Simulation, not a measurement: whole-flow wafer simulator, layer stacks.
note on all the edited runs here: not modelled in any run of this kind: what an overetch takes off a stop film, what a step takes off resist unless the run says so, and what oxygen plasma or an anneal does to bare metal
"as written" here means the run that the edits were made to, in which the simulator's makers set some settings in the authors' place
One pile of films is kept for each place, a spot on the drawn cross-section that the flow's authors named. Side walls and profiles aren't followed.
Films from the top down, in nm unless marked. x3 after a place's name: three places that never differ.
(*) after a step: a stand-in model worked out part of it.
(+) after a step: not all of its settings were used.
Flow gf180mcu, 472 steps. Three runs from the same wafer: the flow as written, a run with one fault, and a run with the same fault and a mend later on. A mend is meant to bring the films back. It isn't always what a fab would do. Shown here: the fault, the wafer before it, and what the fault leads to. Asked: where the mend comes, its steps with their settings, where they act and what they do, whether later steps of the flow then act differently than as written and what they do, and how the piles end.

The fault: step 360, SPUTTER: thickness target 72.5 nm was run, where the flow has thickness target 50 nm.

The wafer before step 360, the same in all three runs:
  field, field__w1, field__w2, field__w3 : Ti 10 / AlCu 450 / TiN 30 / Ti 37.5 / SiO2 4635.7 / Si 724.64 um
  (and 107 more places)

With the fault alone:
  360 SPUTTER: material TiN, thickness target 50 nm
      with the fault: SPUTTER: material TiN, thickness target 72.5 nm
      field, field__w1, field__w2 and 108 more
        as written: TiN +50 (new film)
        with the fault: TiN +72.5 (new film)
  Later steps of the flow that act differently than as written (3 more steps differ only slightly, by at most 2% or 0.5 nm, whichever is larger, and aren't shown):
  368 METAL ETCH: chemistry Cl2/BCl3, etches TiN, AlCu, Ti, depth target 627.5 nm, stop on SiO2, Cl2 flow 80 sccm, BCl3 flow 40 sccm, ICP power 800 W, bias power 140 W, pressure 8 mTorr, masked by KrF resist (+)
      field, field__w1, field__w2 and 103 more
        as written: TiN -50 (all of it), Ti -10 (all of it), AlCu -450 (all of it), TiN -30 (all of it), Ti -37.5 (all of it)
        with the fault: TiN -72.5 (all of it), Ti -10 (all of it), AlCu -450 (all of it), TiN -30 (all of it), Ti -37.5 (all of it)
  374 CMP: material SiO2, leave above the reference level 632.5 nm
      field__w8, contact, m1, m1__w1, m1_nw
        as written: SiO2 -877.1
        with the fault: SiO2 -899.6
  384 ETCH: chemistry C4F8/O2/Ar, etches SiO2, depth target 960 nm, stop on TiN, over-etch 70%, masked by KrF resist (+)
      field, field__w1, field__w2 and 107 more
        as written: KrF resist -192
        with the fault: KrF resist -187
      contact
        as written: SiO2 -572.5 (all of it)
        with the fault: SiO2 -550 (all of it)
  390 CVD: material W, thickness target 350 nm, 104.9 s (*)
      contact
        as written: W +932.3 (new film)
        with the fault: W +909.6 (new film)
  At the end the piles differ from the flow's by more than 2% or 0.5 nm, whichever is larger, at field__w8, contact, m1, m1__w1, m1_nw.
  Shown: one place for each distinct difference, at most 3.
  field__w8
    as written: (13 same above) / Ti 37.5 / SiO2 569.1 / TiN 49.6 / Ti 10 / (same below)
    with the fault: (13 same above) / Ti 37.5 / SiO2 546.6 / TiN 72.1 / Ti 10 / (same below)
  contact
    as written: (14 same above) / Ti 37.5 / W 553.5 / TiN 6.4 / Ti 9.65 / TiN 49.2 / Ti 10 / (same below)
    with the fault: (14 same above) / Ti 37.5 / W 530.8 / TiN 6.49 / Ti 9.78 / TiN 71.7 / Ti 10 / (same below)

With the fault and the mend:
  The mend comes after step 360.
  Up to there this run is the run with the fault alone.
  360a METAL ETCH: chemistry Cl2/BCl3, etches TiN, AlCu, Ti, depth target 22.5 nm, Cl2 flow 80 sccm, BCl3 flow 40 sccm, ICP power 800 W, bias power 140 W, pressure 8 mTorr (the flow's step 260 once more, with other settings)
      field, field__w1, field__w2 and 108 more
        TiN -22.5
  No later step of the flow acts differently than as written at any place that is followed.
  At the end the piles are the same as the flow's at every place that both follow.
